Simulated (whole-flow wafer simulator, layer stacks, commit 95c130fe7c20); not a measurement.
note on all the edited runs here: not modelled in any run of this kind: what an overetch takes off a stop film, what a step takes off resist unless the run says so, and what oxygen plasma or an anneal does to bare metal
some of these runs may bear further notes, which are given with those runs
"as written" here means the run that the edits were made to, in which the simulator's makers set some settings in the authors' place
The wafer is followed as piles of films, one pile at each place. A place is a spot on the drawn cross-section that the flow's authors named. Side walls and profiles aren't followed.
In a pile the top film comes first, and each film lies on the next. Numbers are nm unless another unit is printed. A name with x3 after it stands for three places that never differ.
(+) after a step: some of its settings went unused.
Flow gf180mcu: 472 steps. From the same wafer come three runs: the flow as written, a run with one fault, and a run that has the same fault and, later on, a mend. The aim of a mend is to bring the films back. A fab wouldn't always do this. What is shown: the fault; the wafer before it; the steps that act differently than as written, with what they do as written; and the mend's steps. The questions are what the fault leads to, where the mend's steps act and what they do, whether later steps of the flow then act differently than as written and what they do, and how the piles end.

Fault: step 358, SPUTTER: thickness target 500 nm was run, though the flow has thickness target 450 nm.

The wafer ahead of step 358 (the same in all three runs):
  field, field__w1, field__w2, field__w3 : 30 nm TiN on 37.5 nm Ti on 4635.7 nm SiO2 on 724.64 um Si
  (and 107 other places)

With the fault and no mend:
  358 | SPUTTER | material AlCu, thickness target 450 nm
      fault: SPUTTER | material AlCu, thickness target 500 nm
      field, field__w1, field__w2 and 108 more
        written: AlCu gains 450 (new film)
        fault: AlCu gains 500 (new film)
  Later steps of the flow acting differently than as written:
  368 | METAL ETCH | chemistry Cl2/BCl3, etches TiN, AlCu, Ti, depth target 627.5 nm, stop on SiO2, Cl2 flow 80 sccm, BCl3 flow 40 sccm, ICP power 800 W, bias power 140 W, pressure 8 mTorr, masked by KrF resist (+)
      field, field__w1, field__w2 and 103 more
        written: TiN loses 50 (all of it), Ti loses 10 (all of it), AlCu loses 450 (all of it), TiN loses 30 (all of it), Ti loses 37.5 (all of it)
        fault: TiN loses 50 (all of it), Ti loses 10 (all of it), AlCu loses 500 (all of it), TiN loses 30 (all of it), Ti loses 37.5 (all of it)
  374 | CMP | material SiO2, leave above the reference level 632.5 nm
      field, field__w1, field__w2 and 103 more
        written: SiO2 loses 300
        fault: SiO2 loses 250
  At field__w8, contact, m1, m1__w1, m1_nw, the piles at the end differ from the flow's by more than 2% or 0.5 nm, whichever is larger.
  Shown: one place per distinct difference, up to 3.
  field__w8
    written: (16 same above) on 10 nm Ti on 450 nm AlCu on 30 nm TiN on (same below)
    fault: (16 same above) on 10 nm Ti on 500 nm AlCu on 30 nm TiN on (same below)
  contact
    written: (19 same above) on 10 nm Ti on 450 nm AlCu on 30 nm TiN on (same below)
    fault: (19 same above) on 10 nm Ti on 500 nm AlCu on 30 nm TiN on (same below)

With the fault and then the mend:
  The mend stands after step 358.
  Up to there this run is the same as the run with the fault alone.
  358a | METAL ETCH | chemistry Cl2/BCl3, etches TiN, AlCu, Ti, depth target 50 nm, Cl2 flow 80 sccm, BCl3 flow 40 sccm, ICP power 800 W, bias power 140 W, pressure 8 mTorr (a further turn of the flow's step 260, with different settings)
      field, field__w1, field__w2 and 108 more
        AlCu loses 50
  None of the later steps of the flow acts differently than as written at any place that is followed.
  At every place that both follow, the piles at the end match the flow's.
